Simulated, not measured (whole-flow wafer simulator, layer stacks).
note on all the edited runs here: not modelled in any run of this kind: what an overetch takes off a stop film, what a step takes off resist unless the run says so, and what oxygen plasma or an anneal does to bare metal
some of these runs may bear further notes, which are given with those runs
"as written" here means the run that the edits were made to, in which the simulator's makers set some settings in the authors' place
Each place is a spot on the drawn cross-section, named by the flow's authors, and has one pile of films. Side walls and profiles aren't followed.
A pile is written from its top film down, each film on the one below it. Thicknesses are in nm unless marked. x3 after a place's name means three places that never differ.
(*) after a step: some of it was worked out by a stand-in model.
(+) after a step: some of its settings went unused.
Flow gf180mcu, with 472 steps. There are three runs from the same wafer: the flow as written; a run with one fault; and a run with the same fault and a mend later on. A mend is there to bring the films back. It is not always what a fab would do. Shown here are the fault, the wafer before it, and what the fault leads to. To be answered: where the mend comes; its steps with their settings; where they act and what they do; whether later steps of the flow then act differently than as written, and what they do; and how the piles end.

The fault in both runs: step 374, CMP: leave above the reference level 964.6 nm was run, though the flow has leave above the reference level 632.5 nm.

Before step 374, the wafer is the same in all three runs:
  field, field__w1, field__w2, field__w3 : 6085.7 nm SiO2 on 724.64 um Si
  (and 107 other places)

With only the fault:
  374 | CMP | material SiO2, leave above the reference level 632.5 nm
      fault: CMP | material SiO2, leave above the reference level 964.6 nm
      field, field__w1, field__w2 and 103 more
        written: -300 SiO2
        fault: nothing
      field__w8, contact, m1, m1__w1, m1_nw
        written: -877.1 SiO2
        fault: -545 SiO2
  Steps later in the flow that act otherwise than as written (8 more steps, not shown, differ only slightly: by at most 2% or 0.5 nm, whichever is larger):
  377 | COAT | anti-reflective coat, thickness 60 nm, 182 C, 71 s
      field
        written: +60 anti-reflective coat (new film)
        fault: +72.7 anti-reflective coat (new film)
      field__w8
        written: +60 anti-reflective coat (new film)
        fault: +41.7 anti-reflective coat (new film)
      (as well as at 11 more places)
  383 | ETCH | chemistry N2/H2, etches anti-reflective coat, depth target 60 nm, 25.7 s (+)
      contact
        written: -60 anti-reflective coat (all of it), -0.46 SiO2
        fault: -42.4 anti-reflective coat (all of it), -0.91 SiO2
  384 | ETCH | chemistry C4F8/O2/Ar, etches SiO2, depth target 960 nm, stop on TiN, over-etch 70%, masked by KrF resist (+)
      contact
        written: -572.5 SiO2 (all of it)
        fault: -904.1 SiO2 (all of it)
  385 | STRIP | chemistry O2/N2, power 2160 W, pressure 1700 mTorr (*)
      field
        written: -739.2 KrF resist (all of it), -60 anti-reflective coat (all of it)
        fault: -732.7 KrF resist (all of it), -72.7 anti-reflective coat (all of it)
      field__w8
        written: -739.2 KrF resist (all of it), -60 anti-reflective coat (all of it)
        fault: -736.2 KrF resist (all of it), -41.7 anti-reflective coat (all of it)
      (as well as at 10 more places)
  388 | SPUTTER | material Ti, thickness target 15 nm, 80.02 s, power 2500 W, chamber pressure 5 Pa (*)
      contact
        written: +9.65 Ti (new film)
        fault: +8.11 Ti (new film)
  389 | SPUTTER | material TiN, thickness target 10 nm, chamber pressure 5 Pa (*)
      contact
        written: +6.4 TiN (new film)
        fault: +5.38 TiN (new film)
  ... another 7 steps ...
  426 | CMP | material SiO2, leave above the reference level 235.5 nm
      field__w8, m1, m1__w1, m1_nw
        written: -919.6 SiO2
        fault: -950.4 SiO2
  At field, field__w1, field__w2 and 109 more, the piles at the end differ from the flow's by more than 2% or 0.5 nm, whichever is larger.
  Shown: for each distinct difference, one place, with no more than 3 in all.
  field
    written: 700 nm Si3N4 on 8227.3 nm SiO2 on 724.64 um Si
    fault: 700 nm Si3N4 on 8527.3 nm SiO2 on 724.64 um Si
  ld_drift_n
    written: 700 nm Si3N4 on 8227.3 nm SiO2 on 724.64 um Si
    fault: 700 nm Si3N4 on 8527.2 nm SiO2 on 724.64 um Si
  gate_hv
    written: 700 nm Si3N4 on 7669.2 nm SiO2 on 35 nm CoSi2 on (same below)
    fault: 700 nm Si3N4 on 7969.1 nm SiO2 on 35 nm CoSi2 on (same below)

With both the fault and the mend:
  The mend stands after step 374.
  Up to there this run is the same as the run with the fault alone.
  374a | CMP | material SiO2, leave above the reference level 632.5 nm (the flow's step 374 again)
      field, field__w1, field__w2 and 103 more
        -300 SiO2
      field__w8, contact, m1, m1__w1, m1_nw
        -332.1 SiO2
  Every later step of the flow that is run acts as written at every place that is followed.
  At every place that both follow, the piles at the end match the flow's.
